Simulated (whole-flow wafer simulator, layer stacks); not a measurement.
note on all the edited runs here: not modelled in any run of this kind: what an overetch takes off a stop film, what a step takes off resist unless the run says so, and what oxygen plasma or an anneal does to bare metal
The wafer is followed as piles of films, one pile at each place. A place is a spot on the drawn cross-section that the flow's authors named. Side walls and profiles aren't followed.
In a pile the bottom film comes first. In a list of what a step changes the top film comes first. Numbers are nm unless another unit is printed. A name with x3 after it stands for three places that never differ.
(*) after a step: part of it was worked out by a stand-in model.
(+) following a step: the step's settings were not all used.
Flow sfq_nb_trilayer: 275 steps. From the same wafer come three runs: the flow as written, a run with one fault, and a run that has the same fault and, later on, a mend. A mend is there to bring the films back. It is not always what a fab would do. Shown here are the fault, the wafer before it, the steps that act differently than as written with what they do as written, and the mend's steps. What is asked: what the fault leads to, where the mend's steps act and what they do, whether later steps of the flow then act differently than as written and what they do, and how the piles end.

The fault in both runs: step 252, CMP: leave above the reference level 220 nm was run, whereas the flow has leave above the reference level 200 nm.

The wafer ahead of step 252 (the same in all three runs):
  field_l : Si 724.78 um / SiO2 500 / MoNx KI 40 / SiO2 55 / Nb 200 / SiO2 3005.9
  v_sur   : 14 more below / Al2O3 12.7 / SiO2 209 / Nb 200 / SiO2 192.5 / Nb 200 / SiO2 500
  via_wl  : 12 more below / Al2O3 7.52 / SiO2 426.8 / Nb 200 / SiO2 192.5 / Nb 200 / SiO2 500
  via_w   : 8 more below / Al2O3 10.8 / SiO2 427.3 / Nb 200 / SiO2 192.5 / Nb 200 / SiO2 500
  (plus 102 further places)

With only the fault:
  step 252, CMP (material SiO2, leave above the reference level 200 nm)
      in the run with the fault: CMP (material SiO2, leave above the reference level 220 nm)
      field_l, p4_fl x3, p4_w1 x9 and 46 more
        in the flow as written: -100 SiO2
        in the run with the fault: -80 SiO2
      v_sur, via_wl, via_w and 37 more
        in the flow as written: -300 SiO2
        in the run with the fault: -280 SiO2
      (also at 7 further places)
  Steps later in the flow that act otherwise than as written (3 more steps, not shown, differ only slightly: by at most 2% or 0.5 nm, whichever is larger):
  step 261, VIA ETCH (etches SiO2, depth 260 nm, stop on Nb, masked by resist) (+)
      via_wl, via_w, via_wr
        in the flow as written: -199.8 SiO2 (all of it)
        in the run with the fault: -219.8 SiO2 (all of it)
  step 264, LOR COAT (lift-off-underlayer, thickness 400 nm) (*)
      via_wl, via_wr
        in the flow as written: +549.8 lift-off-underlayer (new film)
        in the run with the fault: +564.8 lift-off-underlayer (new film)
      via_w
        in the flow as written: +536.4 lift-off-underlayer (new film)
        in the run with the fault: +550.1 lift-off-underlayer (new film)
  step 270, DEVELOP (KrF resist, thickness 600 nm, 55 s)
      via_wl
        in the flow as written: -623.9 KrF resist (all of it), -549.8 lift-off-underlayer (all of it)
        in the run with the fault: -626.4 KrF resist (all of it), -564.8 lift-off-underlayer (all of it)
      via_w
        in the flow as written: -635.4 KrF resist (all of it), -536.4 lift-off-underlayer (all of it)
        in the run with the fault: -639.1 KrF resist (all of it), -550.1 lift-off-underlayer (all of it)
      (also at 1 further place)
  The piles end different from the flow's at v_sur, via_sp, via_v and 41 more by more than 2% or 0.5 nm, whichever is larger.
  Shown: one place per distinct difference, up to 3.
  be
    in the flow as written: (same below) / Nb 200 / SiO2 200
    in the run with the fault: (same below) / Nb 200 / SiO2 220
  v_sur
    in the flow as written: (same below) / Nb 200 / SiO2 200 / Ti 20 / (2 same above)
    in the run with the fault: (same below) / Nb 200 / SiO2 220 / Ti 20 / (2 same above)
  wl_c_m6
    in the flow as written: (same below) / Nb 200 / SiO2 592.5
    in the run with the fault: (same below) / Nb 200 / SiO2 612.5

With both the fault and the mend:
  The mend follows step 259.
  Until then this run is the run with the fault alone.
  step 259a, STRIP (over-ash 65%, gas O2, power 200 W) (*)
      field_l, v_sur, via_sp and 100 more
        -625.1 KrF resist (all of it), -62 anti-reflective coat (all of it)
      via_wl, via_w, via_wr
        -62 anti-reflective coat (all of it)
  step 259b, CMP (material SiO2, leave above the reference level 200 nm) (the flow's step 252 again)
      field_l, v_sur, via_wl and 103 more
        -20 SiO2
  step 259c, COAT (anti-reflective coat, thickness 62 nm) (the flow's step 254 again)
      field_l, v_sur, via_wl and 103 more
        +62 anti-reflective coat (new film)
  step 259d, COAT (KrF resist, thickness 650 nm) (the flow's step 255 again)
      field_l, v_sur, via_wl and 103 more
        +650 KrF resist (new film)
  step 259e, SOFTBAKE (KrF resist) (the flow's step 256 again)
      alters no film at any place that is followed
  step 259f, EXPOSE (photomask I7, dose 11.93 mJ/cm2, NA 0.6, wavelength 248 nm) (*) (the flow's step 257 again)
      alters no film at any place that is followed
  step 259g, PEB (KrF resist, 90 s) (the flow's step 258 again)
      field_l, v_sur, via_wl and 103 more
        -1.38 KrF resist
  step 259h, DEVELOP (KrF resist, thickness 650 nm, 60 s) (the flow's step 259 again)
      field_l, v_sur, via_sp and 100 more
        -23.5 KrF resist
      via_wl, via_w, via_wr
        -648.6 KrF resist (all of it)
  Every later step of the flow that is run acts as written at every place that is followed.
  By the end, the piles equal the flow's at every place that both follow.
